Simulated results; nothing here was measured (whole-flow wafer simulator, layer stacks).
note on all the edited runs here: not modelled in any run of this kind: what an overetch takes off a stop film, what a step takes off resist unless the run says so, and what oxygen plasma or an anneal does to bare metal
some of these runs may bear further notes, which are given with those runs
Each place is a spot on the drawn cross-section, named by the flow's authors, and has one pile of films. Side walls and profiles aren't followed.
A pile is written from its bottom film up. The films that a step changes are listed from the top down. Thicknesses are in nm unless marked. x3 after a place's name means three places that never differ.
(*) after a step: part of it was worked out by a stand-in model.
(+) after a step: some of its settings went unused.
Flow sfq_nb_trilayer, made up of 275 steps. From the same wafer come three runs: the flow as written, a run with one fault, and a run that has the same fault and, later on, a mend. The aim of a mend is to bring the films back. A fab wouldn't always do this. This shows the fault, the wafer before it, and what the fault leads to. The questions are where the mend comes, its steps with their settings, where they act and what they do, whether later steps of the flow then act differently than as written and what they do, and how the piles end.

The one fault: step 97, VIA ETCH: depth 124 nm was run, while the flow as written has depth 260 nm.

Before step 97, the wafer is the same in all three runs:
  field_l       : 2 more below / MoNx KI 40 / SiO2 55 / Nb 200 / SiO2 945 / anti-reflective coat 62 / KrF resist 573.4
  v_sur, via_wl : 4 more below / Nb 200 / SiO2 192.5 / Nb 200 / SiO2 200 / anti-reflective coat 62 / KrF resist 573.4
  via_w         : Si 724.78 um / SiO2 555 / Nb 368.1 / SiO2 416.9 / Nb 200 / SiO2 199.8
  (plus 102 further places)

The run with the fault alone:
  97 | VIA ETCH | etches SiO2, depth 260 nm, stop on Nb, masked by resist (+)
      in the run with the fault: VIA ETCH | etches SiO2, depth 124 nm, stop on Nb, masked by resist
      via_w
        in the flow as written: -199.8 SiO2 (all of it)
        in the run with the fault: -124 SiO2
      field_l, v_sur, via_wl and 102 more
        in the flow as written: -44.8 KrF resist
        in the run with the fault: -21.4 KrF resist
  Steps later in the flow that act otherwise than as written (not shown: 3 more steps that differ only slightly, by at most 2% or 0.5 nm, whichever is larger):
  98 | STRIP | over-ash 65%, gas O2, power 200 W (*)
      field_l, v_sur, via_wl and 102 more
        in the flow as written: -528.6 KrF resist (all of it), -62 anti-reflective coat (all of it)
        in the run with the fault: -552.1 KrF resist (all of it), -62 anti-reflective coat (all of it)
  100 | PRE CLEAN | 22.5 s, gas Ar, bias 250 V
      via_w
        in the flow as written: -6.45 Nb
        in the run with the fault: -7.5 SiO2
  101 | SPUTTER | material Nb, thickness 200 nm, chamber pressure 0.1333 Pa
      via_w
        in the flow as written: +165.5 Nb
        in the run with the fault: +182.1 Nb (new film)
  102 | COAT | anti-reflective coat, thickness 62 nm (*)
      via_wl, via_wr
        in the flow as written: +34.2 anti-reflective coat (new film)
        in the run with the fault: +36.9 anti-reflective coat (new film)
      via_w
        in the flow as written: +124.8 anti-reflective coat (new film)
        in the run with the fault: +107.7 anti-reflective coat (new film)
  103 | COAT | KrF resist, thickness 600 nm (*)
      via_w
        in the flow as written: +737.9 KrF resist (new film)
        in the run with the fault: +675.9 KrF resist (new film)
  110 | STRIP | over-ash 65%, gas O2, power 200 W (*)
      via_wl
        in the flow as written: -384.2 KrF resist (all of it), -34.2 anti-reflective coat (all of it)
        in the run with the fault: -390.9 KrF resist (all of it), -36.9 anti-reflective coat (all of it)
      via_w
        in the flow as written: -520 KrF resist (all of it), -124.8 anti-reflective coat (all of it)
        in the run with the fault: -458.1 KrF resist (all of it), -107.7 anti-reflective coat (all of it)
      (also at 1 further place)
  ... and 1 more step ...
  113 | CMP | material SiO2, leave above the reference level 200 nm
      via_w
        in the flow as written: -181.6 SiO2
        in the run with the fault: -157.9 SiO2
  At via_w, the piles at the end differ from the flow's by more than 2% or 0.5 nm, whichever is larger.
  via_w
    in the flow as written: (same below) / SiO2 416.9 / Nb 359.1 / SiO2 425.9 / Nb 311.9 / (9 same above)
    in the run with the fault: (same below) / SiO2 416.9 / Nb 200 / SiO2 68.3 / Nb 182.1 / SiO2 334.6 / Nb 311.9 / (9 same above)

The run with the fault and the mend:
  The mend stands after step 97.
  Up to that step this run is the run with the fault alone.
  97a | VIA ETCH | etches SiO2, depth 136 nm, stop on Nb, masked by resist (+) (the flow's step 97 again, with other settings)
      field_l, v_sur, via_wl and 102 more
        -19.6 KrF resist
      via_w
        -75.8 SiO2 (all of it)
  None of the later steps of the flow differs from how it acts as written, at any place that is followed, by more than 2% or 0.5 nm, whichever is larger.
  At every place that both follow, the piles at the end match the flow's.
